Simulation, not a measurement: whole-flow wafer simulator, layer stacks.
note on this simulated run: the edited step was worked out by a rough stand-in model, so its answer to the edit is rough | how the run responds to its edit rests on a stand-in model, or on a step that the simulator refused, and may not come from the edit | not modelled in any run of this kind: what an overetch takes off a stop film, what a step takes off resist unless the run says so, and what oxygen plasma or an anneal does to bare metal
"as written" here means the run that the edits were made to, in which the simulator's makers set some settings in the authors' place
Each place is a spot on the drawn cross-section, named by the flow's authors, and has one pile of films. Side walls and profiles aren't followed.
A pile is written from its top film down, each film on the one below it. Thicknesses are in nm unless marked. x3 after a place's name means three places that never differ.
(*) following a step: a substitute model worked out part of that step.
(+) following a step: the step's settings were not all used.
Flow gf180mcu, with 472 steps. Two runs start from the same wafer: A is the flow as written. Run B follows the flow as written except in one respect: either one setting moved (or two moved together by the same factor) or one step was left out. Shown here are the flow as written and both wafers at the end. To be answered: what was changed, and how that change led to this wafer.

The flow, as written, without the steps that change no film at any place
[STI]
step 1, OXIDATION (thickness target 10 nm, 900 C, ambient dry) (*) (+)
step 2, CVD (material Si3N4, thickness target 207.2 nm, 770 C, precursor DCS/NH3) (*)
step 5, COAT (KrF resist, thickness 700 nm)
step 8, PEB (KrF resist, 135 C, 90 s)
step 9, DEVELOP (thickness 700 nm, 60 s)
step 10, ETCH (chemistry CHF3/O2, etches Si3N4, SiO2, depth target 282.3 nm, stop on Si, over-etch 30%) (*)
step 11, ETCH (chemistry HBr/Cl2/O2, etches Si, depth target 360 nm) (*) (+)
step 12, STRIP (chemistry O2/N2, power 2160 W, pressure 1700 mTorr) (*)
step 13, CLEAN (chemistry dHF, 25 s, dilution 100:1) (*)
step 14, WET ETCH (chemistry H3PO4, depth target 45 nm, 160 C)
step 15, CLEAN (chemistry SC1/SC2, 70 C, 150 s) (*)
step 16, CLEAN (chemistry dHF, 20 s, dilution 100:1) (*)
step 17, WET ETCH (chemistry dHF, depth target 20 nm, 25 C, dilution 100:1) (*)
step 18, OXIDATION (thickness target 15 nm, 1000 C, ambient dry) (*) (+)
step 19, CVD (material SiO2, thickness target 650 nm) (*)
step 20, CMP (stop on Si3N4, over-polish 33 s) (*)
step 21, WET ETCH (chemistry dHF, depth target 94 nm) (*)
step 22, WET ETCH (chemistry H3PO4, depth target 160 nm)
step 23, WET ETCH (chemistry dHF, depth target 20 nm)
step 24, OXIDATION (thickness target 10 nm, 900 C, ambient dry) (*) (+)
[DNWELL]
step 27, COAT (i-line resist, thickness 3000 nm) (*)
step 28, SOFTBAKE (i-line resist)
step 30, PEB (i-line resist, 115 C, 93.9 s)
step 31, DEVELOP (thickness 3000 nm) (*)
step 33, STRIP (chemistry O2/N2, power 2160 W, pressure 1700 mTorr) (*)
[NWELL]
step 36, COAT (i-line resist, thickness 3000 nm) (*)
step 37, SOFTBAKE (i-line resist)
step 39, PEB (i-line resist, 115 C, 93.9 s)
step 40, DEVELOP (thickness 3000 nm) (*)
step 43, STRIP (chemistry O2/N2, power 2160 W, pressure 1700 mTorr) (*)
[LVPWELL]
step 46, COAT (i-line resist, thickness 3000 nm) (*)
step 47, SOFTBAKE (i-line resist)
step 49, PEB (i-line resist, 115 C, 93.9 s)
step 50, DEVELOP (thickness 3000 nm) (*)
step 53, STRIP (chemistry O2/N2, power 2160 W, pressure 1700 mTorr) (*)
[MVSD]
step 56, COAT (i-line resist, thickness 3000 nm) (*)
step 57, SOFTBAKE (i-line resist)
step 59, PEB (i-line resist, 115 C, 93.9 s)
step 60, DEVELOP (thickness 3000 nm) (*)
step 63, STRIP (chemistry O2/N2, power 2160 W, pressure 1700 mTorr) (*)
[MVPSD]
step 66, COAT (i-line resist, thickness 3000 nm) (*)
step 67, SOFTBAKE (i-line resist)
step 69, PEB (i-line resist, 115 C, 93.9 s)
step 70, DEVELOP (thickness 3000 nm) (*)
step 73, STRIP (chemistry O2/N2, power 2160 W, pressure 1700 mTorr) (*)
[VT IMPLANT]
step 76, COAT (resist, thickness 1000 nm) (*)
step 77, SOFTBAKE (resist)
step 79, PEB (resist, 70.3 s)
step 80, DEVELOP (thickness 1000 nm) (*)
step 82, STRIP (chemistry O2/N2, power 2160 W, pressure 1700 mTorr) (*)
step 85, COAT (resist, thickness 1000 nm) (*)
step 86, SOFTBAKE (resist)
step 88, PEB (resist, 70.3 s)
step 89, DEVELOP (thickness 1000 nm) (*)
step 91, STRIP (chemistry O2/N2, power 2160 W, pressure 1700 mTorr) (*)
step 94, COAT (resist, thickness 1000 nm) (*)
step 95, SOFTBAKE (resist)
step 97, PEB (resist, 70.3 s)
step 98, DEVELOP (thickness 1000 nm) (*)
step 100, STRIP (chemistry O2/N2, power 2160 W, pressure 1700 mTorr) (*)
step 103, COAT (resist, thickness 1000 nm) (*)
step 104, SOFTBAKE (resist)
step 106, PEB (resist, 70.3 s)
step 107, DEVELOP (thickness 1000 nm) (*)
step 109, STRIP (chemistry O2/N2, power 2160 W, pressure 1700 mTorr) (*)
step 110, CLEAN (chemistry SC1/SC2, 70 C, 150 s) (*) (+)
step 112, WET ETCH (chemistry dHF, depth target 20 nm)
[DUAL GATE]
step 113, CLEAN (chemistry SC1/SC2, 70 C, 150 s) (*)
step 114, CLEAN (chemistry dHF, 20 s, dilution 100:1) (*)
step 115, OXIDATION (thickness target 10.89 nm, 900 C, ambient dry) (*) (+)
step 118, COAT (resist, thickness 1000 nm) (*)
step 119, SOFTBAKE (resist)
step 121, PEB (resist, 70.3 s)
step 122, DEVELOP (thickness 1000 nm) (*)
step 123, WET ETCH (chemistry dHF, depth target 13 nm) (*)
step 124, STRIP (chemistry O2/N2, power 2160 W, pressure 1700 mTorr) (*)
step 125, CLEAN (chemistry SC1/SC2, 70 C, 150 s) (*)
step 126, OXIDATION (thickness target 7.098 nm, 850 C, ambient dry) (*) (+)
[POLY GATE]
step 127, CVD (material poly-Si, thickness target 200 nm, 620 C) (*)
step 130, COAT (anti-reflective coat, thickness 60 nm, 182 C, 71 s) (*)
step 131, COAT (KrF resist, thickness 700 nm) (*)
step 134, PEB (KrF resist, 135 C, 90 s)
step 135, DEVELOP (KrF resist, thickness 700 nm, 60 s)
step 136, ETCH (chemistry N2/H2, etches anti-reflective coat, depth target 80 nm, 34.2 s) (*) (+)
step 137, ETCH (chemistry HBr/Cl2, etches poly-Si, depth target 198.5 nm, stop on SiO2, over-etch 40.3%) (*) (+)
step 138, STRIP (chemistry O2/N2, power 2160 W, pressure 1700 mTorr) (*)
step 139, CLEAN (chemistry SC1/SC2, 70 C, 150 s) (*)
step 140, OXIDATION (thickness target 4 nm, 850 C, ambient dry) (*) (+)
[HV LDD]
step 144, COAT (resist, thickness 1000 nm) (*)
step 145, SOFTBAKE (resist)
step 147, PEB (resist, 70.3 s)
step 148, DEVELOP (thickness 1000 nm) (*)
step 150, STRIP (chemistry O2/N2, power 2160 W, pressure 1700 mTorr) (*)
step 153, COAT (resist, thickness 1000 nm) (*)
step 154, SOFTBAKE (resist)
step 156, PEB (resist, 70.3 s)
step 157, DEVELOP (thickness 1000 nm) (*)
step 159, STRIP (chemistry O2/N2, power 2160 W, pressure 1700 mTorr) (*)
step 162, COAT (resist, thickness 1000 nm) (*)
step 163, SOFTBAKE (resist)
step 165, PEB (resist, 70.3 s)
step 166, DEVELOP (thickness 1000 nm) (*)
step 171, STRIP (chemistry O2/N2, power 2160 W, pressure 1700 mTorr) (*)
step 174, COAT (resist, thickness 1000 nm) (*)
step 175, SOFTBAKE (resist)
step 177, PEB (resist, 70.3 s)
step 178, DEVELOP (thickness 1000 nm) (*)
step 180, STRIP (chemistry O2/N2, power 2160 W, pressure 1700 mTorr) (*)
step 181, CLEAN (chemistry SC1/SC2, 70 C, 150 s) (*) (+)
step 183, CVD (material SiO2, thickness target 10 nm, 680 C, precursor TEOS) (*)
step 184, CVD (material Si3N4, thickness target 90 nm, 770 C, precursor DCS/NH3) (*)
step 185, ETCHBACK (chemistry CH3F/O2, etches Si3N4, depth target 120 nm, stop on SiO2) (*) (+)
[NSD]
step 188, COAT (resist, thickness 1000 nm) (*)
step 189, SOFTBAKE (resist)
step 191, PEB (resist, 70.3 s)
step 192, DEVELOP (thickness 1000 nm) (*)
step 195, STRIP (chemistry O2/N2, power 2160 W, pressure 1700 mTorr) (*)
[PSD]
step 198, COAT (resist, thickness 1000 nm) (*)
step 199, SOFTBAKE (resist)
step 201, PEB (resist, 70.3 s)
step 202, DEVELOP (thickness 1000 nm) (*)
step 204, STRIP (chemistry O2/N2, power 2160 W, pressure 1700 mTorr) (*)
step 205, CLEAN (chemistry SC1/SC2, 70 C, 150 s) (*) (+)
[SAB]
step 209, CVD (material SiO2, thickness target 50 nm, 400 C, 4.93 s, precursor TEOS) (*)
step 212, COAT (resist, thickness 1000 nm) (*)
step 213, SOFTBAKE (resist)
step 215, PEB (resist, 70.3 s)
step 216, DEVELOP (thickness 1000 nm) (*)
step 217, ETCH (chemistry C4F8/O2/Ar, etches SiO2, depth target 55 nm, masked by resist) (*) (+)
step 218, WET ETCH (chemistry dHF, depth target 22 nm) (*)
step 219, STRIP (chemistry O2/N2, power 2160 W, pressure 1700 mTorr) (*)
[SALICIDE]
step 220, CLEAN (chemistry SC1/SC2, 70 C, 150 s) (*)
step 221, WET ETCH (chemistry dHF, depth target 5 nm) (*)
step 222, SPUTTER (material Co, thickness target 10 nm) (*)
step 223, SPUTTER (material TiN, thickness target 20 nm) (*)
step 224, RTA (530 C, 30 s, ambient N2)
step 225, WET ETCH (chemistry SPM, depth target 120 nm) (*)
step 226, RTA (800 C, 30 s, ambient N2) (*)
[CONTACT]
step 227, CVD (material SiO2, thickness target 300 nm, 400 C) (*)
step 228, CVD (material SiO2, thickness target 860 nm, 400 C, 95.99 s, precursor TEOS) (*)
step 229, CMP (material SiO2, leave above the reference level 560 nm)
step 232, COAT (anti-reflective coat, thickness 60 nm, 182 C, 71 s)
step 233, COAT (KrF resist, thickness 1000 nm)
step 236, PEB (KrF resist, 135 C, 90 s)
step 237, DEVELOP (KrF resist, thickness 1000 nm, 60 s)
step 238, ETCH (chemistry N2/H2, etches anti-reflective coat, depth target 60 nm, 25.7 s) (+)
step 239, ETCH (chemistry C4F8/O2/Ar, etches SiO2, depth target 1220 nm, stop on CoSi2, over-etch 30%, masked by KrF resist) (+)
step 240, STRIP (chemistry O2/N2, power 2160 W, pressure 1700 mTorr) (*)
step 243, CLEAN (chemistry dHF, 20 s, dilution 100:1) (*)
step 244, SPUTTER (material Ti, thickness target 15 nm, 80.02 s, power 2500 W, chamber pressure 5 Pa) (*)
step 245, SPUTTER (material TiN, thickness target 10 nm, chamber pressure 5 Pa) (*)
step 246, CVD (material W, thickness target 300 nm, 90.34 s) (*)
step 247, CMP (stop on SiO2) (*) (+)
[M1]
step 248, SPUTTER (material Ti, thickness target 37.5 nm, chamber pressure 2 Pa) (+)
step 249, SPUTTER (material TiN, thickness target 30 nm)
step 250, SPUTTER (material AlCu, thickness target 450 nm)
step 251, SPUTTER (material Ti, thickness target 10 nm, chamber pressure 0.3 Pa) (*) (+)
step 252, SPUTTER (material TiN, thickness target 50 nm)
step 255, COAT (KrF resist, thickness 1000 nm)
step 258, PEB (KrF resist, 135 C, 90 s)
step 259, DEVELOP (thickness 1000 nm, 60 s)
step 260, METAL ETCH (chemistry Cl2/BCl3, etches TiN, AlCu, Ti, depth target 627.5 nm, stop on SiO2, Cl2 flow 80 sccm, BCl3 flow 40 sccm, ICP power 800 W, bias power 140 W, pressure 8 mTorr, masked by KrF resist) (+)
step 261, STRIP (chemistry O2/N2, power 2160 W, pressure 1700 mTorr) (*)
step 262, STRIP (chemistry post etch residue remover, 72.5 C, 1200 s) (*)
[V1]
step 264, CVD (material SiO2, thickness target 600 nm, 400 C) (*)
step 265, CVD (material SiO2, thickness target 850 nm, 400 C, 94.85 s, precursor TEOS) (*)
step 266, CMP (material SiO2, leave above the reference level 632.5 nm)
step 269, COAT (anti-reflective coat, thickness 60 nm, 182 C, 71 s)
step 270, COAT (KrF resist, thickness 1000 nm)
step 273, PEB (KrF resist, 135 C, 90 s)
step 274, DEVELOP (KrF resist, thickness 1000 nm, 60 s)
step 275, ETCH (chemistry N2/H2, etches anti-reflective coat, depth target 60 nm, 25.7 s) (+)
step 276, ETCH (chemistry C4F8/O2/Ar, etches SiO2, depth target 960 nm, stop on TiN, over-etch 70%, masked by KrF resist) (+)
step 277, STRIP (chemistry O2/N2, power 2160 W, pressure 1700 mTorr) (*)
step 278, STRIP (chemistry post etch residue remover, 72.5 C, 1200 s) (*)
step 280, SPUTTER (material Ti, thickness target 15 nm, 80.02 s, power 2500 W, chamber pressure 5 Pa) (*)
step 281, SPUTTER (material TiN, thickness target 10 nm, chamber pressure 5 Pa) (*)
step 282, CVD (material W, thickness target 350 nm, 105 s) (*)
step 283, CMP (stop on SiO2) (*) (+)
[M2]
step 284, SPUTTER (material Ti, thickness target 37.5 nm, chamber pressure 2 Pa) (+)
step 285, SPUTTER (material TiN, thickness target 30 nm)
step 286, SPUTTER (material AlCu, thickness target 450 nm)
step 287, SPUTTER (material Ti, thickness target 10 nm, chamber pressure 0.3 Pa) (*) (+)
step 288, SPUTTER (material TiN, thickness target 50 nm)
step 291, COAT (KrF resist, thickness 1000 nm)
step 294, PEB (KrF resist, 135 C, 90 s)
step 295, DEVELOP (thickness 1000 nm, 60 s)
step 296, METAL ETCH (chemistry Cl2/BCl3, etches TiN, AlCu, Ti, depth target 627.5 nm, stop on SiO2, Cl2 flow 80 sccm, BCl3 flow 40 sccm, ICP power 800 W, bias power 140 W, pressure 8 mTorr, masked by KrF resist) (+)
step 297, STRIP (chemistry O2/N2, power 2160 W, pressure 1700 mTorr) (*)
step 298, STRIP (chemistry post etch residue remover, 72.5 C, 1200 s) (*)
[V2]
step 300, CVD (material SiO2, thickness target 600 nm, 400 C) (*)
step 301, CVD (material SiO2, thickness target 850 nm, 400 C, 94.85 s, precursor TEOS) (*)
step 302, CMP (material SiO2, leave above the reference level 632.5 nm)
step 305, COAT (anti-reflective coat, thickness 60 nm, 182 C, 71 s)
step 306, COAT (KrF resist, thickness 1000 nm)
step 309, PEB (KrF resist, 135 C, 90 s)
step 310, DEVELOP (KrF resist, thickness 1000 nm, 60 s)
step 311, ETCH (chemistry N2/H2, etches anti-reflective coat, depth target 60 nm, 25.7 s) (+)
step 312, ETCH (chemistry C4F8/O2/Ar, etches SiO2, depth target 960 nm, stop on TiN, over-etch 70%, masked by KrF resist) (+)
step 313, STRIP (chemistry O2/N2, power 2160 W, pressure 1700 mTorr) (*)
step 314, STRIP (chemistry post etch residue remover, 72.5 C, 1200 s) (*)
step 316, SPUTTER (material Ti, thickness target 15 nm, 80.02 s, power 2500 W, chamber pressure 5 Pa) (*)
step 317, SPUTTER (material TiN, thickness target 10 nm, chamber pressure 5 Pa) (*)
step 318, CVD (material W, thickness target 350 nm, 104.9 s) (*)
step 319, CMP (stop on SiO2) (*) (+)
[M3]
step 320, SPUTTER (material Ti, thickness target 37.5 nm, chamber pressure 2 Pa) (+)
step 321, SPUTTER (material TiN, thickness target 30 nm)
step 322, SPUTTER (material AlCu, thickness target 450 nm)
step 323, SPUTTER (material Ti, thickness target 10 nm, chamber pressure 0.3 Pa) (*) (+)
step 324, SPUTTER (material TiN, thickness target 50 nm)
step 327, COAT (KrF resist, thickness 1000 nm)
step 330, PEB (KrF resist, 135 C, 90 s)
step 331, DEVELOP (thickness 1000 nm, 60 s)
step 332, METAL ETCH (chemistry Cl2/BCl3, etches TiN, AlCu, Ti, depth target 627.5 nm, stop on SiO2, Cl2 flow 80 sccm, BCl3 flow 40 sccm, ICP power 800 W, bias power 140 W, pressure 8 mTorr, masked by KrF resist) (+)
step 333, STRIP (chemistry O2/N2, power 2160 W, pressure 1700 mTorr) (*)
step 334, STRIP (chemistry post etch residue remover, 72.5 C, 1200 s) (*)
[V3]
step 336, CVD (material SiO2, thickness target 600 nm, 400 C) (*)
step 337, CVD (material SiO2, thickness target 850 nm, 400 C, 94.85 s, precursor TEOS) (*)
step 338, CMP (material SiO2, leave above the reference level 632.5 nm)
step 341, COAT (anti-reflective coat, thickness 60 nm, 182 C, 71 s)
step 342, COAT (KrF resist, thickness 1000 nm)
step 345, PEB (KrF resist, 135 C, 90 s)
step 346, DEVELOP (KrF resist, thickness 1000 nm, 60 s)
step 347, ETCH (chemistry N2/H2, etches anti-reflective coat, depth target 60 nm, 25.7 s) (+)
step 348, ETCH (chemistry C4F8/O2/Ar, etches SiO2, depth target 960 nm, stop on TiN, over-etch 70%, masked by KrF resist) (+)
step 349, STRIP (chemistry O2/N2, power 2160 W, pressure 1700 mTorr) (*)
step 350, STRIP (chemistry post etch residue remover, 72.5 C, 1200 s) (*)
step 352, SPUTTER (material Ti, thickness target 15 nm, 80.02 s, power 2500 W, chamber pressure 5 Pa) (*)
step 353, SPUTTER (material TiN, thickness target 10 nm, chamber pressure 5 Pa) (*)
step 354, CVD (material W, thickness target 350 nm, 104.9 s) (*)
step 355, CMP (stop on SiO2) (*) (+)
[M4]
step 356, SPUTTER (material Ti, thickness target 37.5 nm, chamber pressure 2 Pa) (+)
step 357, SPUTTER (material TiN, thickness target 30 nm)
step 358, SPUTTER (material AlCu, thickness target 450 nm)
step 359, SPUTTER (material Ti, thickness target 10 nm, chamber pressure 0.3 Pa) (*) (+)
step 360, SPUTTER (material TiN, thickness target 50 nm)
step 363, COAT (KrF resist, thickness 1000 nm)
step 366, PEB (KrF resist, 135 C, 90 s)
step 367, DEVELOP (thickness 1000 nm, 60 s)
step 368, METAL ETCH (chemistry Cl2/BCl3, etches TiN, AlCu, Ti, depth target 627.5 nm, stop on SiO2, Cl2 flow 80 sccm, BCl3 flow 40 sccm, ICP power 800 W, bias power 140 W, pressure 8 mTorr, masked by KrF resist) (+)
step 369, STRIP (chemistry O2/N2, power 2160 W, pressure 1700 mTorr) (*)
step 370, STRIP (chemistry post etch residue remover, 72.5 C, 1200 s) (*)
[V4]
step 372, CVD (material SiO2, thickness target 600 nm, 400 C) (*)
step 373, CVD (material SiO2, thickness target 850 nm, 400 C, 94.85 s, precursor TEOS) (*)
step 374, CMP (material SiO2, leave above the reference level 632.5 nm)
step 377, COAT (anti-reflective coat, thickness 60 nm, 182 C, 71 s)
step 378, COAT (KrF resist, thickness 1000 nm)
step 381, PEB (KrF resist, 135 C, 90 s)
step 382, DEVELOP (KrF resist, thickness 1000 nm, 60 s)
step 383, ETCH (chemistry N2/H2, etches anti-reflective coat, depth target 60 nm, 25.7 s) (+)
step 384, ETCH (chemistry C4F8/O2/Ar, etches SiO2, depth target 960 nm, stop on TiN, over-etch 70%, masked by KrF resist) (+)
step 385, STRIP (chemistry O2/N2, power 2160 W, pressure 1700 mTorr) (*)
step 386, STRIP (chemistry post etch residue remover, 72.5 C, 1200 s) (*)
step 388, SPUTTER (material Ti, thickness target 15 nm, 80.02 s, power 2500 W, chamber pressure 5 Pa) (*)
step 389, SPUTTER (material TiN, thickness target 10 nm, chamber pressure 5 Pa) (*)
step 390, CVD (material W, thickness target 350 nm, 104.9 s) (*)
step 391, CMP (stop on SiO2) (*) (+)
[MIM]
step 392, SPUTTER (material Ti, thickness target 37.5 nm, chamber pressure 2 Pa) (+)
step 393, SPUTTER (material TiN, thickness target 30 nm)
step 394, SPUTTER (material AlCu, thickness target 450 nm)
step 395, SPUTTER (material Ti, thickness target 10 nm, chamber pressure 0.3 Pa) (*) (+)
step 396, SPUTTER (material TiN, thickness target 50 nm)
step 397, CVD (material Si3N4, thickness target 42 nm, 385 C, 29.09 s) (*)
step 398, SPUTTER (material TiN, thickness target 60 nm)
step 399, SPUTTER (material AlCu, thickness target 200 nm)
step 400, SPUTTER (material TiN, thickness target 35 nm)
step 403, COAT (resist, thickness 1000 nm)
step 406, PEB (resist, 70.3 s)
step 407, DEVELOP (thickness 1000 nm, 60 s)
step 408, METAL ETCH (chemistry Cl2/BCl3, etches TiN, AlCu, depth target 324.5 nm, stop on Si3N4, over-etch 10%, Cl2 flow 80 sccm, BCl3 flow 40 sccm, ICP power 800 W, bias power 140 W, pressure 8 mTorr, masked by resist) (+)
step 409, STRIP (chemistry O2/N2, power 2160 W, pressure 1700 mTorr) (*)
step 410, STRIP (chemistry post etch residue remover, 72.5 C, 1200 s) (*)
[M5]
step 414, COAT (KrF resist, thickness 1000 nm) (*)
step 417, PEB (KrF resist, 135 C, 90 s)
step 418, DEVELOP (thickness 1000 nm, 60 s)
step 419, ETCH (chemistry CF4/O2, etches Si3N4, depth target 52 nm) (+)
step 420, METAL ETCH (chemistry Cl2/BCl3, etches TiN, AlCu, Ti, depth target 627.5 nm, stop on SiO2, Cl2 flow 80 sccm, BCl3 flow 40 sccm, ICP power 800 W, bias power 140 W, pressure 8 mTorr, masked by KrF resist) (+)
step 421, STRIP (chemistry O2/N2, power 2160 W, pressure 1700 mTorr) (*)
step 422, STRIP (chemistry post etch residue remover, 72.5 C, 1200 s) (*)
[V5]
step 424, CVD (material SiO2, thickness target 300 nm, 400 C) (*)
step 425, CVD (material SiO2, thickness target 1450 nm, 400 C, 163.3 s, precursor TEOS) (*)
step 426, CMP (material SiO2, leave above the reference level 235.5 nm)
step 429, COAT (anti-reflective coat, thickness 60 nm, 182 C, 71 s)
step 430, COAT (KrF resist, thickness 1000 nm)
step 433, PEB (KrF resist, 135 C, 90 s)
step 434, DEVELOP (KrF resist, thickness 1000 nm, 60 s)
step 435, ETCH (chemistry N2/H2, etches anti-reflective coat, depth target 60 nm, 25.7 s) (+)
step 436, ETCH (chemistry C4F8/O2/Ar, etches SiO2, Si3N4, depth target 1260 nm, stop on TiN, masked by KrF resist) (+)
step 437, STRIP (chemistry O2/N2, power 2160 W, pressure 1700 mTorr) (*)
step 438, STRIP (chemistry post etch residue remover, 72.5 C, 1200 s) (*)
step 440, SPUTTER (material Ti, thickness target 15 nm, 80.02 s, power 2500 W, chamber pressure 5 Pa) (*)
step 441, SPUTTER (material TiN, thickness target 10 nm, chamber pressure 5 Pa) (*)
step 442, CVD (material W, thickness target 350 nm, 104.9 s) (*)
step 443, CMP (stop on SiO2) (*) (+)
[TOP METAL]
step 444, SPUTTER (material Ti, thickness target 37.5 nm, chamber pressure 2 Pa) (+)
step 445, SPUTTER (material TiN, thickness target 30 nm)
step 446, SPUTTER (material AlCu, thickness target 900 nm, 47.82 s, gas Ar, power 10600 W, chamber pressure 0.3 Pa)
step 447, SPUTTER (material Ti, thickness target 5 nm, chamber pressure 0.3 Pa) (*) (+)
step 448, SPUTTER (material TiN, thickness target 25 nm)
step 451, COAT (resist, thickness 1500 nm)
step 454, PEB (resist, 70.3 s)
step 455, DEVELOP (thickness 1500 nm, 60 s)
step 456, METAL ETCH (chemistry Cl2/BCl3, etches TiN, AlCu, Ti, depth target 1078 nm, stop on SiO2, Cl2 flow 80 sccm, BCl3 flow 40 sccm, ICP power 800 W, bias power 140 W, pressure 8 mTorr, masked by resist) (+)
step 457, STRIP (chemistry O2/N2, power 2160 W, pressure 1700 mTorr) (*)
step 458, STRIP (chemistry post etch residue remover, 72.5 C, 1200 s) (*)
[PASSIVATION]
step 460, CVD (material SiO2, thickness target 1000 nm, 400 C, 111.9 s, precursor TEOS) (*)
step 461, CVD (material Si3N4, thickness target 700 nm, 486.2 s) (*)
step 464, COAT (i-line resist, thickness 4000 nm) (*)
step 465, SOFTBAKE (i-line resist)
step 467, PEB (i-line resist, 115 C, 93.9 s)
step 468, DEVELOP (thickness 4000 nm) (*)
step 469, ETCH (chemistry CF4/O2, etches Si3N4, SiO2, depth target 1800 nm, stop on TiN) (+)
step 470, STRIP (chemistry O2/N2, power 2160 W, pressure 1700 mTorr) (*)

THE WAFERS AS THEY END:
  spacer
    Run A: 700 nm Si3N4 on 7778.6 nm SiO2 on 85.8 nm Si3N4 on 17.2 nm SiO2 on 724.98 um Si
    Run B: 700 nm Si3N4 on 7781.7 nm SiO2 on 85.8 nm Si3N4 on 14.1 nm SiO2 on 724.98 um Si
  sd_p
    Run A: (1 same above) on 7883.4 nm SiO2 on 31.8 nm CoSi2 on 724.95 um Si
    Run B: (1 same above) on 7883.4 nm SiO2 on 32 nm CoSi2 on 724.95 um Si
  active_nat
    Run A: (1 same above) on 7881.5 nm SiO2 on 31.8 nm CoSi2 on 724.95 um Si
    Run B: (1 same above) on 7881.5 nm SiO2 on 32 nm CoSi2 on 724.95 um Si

Cause: step 183, CVD: thickness target 6.9 nm was run, whereas the flow has thickness target 10 nm.

Step by step, how the change led to this:
  step 183, CVD (material SiO2, thickness target 10 nm, 680 C, precursor TEOS) (*)
      field, field__w1, field__w2 and 99 more: A SiO2 gains 10 | B SiO2 gains 6.9
      ld_drift_p: A SiO2 gains 9.87 | B SiO2 gains 6.81
      (also at 1 further place)
  step 189, SOFTBAKE (resist)
      field: A resist gains 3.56 | B resist loses 0.36
      active_hv: A resist gains 2.68 | B resist loses 0.53
      (also at 3 further places)
  step 199, SOFTBAKE (resist)
      field: A resist gains 3.56 | B resist loses 0.36
      active_hv: A resist gains 2.68 | B resist loses 0.53
      (also at 3 further places)
  step 218, WET ETCH (chemistry dHF, depth target 22 nm) (*)
      gate, gate_hv, gate_p and 23 more: A SiO2 loses 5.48 (all of it) | B SiO2 loses 2.38 (all of it)
      active, p_well, sd_n, iso_ptap_pw, iso_ntap_nw, iso_ptap_sub, vpnp_e: A SiO2 loses 9.01 (all of it) | B SiO2 loses 5.91 (all of it)
      (also at 16 further places)
